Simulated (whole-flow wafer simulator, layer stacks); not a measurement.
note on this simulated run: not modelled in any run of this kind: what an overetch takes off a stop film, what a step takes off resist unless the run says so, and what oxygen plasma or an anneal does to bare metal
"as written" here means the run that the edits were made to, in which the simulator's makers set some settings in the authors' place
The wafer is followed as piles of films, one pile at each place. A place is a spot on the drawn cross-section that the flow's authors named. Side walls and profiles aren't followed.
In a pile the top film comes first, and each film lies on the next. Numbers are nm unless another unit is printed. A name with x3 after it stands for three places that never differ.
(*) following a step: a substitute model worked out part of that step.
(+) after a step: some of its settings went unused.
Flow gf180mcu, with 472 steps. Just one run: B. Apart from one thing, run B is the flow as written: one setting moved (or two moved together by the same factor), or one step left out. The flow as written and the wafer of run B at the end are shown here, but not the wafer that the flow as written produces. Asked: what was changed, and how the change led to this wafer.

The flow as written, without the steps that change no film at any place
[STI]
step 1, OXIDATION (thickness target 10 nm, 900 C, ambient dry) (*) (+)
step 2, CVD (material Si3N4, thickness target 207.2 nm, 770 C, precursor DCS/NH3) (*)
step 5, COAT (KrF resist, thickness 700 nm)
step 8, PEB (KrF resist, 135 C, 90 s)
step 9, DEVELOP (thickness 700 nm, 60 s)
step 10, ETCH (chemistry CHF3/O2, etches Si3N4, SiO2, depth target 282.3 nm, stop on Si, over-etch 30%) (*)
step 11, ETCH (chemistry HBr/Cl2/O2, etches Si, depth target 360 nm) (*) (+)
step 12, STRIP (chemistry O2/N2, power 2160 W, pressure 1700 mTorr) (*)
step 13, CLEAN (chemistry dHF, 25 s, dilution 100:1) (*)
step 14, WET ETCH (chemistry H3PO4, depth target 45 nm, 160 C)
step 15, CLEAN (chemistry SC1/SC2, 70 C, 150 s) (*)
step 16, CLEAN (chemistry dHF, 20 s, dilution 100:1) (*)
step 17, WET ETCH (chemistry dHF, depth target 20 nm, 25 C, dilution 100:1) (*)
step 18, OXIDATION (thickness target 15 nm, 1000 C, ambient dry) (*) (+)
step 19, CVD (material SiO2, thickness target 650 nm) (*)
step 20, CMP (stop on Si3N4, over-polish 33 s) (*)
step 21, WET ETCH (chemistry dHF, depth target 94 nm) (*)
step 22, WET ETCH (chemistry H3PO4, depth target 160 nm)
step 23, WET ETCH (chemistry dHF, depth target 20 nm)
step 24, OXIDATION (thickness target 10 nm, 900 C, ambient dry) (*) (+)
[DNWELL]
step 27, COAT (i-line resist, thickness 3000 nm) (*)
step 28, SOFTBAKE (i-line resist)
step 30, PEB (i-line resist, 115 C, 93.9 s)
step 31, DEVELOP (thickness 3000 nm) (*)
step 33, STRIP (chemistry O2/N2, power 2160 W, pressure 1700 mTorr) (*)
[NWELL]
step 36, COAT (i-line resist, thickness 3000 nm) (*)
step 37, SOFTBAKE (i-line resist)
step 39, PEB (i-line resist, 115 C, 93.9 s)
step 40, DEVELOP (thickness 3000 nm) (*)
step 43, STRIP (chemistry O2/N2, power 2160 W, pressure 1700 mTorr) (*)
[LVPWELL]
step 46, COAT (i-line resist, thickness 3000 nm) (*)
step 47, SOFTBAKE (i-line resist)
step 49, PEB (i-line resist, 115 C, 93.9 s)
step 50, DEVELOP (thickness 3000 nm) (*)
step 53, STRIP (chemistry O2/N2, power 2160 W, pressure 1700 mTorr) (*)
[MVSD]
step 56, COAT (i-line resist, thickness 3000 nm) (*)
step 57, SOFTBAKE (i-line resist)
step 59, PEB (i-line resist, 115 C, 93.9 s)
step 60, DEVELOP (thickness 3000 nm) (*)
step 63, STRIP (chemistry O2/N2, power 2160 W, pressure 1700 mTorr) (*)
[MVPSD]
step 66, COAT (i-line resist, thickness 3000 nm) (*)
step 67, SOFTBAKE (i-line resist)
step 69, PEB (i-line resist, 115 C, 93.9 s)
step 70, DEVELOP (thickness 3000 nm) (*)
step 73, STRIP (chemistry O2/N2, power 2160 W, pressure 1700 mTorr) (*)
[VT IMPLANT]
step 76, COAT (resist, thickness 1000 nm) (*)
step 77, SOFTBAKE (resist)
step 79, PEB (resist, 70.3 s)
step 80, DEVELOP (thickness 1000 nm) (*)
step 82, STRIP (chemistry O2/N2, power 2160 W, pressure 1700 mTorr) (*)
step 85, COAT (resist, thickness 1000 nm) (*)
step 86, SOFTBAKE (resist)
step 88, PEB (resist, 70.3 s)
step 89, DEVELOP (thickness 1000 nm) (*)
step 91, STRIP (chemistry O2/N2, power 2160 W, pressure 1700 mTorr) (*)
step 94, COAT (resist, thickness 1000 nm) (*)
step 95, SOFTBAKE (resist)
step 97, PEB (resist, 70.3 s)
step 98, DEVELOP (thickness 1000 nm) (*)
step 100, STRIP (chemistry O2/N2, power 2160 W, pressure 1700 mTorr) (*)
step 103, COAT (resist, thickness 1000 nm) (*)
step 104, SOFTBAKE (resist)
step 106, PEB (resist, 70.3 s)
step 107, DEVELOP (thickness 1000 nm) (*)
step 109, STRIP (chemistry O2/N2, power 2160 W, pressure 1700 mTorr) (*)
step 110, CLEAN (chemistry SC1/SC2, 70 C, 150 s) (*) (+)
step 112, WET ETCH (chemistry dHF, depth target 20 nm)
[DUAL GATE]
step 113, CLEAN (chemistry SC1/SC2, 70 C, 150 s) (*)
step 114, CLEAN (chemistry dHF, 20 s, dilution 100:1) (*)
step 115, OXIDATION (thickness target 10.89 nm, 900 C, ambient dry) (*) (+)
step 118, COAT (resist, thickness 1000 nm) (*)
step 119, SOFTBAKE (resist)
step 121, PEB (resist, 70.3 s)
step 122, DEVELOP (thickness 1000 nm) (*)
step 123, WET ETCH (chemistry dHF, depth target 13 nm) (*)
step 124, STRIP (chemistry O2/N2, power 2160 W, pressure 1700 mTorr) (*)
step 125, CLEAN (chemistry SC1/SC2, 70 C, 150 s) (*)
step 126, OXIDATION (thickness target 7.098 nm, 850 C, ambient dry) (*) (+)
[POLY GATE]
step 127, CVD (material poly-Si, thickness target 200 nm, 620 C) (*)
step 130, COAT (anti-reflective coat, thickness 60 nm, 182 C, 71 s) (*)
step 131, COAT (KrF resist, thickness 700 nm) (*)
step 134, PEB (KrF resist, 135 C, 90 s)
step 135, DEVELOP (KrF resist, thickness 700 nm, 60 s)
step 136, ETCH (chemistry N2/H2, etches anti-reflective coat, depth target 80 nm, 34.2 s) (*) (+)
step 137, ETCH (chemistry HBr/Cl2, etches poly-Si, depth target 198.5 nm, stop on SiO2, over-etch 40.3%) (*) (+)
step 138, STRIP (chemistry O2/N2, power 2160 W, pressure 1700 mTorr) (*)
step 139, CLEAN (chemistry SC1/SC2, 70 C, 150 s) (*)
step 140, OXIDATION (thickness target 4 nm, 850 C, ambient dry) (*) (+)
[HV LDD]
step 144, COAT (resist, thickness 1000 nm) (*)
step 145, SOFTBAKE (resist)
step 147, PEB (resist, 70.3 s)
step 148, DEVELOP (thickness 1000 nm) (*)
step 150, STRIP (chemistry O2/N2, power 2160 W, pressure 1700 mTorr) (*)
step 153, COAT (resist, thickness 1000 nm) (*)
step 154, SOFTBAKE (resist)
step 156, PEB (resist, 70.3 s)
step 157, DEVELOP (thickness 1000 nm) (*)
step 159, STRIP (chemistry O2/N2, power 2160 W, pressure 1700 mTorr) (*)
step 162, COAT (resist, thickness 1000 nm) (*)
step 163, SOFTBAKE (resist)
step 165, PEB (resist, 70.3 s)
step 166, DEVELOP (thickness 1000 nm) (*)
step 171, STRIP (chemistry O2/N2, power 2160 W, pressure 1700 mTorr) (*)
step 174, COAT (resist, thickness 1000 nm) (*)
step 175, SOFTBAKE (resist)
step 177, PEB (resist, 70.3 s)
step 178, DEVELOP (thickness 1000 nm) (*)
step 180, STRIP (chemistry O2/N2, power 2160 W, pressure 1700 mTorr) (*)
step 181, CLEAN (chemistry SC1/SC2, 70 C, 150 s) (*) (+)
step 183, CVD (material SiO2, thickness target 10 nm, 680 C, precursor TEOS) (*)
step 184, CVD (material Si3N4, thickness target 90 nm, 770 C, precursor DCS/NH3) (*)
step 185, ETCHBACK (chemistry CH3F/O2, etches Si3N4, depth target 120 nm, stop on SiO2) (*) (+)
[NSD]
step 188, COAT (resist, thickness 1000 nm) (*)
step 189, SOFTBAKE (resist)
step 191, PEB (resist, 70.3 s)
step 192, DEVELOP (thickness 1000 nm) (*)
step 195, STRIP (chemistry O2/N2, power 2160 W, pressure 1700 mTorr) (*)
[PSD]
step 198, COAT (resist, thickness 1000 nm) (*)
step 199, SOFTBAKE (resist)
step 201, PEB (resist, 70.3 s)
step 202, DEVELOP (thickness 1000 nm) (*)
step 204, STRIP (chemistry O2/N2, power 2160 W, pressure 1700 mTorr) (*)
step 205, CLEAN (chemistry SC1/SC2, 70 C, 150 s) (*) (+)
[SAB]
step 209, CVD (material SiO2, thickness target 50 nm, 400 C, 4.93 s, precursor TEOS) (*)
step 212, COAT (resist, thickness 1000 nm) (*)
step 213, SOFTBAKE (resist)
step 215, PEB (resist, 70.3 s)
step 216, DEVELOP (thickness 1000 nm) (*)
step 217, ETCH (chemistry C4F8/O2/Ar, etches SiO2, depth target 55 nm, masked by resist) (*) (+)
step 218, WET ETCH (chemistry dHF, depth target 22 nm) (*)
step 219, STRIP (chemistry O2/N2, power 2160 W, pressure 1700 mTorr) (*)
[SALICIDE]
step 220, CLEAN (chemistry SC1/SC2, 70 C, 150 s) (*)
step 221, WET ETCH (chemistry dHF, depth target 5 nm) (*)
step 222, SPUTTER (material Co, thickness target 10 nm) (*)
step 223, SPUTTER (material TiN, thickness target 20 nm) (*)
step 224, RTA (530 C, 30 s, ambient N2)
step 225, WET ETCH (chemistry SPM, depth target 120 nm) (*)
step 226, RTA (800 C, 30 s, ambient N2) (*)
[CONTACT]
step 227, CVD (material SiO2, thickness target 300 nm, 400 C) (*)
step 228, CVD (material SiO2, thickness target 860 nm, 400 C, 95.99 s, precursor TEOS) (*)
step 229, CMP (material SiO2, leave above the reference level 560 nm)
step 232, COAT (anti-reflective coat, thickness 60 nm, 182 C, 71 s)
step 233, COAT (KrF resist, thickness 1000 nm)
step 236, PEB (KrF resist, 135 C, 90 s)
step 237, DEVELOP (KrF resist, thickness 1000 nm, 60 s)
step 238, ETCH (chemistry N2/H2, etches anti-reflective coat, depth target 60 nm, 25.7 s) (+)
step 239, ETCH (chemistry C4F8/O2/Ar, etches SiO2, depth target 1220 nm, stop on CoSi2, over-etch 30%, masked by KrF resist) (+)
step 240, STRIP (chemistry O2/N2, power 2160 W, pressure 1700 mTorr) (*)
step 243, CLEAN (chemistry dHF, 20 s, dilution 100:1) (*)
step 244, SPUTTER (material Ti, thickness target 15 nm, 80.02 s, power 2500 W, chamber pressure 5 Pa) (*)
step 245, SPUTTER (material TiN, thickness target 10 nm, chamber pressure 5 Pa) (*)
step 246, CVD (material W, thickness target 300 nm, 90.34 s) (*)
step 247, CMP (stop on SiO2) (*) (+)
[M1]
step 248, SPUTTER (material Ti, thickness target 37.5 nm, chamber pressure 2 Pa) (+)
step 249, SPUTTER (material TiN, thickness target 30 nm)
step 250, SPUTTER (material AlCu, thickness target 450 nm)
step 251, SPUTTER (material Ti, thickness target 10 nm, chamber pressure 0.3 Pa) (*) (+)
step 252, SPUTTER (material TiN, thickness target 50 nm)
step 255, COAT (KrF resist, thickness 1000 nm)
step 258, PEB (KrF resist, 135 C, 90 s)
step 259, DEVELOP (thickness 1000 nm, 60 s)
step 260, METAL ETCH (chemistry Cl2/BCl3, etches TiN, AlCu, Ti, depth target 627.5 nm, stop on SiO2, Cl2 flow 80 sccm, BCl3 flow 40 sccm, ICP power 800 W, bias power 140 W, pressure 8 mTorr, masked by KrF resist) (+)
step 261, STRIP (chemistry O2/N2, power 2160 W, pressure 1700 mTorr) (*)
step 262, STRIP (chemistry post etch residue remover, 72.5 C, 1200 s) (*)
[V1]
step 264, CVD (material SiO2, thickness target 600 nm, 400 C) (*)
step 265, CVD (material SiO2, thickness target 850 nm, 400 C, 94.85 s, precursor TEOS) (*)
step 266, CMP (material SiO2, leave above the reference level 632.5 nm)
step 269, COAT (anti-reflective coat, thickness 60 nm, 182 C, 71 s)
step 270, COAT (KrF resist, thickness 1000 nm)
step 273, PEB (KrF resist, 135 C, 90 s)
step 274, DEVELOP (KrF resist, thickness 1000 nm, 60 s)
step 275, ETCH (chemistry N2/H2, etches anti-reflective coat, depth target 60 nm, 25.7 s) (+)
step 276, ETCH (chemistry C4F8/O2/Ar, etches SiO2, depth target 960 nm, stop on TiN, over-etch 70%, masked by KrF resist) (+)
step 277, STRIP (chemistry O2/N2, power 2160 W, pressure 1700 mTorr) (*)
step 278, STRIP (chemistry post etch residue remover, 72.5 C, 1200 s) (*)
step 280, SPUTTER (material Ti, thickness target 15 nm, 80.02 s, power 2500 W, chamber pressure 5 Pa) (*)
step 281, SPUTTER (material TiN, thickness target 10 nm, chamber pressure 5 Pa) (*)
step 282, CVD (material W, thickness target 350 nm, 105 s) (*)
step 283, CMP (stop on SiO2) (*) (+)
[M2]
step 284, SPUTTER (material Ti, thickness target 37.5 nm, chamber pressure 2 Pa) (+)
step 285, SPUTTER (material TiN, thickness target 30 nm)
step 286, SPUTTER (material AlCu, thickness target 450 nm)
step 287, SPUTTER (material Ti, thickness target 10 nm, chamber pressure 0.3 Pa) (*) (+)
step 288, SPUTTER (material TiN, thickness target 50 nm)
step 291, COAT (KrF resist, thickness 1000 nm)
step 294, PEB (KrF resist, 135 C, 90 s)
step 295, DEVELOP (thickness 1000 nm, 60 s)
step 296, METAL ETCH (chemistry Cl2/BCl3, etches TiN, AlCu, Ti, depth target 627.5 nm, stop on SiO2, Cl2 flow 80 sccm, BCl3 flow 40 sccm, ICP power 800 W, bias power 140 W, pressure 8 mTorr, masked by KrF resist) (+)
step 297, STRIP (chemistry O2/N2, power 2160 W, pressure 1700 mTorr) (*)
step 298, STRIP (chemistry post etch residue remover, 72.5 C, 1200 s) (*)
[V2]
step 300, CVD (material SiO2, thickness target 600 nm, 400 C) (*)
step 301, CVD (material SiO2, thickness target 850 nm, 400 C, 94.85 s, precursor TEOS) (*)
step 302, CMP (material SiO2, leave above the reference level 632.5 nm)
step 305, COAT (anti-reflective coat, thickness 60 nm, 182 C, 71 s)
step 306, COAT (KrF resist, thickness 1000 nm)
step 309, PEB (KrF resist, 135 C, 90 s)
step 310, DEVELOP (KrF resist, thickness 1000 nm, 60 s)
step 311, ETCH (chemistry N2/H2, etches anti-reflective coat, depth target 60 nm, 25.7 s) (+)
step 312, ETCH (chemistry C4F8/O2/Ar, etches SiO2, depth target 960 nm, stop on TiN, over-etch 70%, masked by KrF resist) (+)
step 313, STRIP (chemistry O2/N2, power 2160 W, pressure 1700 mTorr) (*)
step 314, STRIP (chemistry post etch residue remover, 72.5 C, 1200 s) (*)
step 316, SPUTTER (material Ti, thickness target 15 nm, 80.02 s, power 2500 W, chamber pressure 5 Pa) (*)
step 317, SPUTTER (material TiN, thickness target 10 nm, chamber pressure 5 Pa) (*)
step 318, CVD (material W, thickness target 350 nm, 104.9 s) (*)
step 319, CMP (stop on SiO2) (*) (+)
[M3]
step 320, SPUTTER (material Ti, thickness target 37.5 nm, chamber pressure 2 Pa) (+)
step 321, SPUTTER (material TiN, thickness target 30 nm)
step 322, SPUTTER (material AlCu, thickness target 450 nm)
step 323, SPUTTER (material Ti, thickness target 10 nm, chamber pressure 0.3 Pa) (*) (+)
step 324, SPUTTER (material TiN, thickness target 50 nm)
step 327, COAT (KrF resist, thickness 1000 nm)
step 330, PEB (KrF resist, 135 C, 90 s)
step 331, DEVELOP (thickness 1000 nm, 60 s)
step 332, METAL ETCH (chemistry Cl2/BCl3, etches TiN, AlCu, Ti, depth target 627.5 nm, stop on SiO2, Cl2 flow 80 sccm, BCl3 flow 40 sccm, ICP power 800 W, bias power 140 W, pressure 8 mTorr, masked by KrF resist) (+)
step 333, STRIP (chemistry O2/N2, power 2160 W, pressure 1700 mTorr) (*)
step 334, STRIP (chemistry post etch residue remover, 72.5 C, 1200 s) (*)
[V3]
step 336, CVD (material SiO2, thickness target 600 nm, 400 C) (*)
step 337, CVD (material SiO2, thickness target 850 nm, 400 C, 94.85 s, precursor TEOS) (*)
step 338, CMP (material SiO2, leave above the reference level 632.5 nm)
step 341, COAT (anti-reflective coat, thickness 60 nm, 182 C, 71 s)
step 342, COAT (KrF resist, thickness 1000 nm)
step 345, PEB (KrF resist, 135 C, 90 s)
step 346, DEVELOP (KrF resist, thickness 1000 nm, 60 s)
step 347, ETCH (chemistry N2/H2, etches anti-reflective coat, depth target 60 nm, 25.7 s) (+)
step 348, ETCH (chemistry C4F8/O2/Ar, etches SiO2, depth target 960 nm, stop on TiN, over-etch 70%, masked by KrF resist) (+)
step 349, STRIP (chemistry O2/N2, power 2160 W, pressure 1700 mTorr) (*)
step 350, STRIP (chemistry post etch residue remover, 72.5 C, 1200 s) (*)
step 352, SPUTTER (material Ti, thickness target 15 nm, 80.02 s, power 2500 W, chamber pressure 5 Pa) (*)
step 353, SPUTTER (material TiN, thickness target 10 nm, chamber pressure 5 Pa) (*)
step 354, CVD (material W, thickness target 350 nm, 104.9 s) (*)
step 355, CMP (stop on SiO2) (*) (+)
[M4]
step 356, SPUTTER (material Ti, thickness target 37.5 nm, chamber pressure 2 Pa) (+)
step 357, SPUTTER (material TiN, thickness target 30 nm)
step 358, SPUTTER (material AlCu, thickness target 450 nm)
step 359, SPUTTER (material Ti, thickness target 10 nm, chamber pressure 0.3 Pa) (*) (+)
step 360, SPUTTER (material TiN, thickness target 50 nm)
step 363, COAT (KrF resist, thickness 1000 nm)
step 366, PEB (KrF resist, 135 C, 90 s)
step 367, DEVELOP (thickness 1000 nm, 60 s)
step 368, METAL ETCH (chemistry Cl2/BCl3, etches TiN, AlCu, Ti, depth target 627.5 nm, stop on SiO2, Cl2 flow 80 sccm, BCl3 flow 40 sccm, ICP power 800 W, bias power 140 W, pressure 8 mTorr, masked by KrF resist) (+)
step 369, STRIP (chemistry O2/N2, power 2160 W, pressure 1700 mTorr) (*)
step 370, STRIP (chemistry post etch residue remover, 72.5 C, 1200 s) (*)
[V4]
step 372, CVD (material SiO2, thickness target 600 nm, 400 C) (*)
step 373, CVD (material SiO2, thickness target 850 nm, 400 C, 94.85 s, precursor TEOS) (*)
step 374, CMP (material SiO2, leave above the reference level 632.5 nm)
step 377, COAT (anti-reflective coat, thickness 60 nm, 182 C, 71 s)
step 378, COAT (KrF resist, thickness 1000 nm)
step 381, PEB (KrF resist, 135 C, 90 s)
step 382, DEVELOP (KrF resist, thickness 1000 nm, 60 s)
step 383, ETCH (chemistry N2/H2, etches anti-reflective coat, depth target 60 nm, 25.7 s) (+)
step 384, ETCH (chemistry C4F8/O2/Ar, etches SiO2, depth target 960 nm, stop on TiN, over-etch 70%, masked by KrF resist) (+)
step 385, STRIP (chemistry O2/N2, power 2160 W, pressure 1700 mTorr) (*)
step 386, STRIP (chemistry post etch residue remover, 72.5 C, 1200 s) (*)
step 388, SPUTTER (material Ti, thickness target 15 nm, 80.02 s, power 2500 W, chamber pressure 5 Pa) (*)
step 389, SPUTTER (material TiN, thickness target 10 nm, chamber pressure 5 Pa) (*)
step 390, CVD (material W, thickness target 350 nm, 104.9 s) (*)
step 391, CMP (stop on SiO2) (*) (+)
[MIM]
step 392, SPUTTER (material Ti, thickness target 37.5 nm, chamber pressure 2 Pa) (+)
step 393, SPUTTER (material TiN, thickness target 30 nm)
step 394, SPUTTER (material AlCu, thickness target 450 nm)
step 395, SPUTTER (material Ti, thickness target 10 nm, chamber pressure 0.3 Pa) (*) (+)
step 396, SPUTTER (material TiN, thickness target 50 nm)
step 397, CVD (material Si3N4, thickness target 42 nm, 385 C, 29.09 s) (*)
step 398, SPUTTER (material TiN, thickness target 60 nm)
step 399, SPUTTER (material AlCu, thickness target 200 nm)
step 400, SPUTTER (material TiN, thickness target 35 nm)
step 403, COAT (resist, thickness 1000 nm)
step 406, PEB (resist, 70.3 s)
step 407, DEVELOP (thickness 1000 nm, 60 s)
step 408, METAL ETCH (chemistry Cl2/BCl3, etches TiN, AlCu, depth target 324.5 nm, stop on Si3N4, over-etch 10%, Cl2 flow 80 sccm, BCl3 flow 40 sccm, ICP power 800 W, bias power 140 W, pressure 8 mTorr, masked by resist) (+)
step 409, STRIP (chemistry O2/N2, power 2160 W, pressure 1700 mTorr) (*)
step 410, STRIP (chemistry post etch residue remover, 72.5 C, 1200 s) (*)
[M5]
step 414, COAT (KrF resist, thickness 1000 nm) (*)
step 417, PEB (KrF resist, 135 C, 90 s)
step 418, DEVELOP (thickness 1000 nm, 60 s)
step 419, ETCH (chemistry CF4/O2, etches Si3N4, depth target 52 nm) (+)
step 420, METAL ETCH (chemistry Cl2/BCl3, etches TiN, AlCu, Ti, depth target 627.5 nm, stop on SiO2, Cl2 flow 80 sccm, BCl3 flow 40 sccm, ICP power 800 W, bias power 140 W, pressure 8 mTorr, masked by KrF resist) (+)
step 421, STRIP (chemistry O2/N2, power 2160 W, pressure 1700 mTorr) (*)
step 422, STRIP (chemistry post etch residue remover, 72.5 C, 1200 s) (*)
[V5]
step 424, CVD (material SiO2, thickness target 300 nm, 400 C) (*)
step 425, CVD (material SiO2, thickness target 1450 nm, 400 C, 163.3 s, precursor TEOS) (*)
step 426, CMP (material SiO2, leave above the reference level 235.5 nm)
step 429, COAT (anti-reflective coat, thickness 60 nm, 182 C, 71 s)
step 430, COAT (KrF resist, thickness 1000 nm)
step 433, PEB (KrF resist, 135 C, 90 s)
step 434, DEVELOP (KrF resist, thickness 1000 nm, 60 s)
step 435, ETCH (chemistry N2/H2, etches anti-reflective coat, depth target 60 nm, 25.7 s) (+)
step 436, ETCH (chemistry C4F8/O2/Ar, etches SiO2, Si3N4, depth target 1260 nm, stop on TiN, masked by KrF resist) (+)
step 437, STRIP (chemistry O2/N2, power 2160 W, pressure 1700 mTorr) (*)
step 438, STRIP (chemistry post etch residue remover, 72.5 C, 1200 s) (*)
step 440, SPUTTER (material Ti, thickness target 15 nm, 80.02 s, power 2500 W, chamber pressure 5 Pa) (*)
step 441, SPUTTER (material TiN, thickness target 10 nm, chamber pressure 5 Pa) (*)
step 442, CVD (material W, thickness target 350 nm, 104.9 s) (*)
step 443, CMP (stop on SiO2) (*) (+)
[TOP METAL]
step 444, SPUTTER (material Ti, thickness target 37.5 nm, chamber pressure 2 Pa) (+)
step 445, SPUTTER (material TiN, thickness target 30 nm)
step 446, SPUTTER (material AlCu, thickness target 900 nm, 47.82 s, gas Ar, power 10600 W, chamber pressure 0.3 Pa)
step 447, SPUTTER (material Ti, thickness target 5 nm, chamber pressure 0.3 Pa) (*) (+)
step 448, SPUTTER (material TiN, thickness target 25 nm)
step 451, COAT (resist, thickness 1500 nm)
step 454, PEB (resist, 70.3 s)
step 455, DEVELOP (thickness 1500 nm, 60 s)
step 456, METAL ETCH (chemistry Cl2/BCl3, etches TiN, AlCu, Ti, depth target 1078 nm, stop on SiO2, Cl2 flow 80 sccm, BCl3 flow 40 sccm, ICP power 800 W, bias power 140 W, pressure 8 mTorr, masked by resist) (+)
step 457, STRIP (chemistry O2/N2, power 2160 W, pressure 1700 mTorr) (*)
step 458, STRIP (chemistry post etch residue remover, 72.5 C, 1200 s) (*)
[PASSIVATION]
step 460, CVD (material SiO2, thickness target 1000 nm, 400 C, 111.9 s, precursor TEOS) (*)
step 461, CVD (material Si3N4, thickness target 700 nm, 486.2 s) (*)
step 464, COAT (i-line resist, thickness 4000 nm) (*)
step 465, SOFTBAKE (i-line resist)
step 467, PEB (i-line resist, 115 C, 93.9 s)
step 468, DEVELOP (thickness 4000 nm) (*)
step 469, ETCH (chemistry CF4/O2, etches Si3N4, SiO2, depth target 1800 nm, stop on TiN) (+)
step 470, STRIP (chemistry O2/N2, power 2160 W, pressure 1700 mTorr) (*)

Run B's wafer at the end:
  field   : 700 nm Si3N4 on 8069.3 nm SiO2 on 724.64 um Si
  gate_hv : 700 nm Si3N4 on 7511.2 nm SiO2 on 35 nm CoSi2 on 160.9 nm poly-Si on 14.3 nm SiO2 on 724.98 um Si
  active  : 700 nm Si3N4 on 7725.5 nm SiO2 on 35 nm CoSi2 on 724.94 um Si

Cause: step 286, SPUTTER: thickness target 292 nm was run, though the flow has thickness target 450 nm.

Step by step, how the change led to this:
  step 286, SPUTTER (material AlCu, thickness target 450 nm)
      field, field__w1, field__w2 and 108 more: +292 AlCu (new film) (it would be, as written: +450 AlCu (new film))
  step 296, METAL ETCH (chemistry Cl2/BCl3, etches TiN, AlCu, Ti, depth target 627.5 nm, stop on SiO2, Cl2 flow 80 sccm, BCl3 flow 40 sccm, ICP power 800 W, bias power 140 W, pressure 8 mTorr, masked by KrF resist) (+)
      field, field__w1, field__w2 and 103 more: -50 TiN (all of it), -10 Ti (all of it), -292 AlCu (all of it), -30 TiN (all of it), -37.5 Ti (all of it) (it would be, as written: -50 TiN (all of it), -10 Ti (all of it), -450 AlCu (all of it), -30 TiN (all of it), -37.5 Ti (all of it))
  step 302, CMP (material SiO2, leave above the reference level 632.5 nm)
      field, field__w1, field__w2 and 103 more: -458 SiO2 (it would be, as written: -300 SiO2)
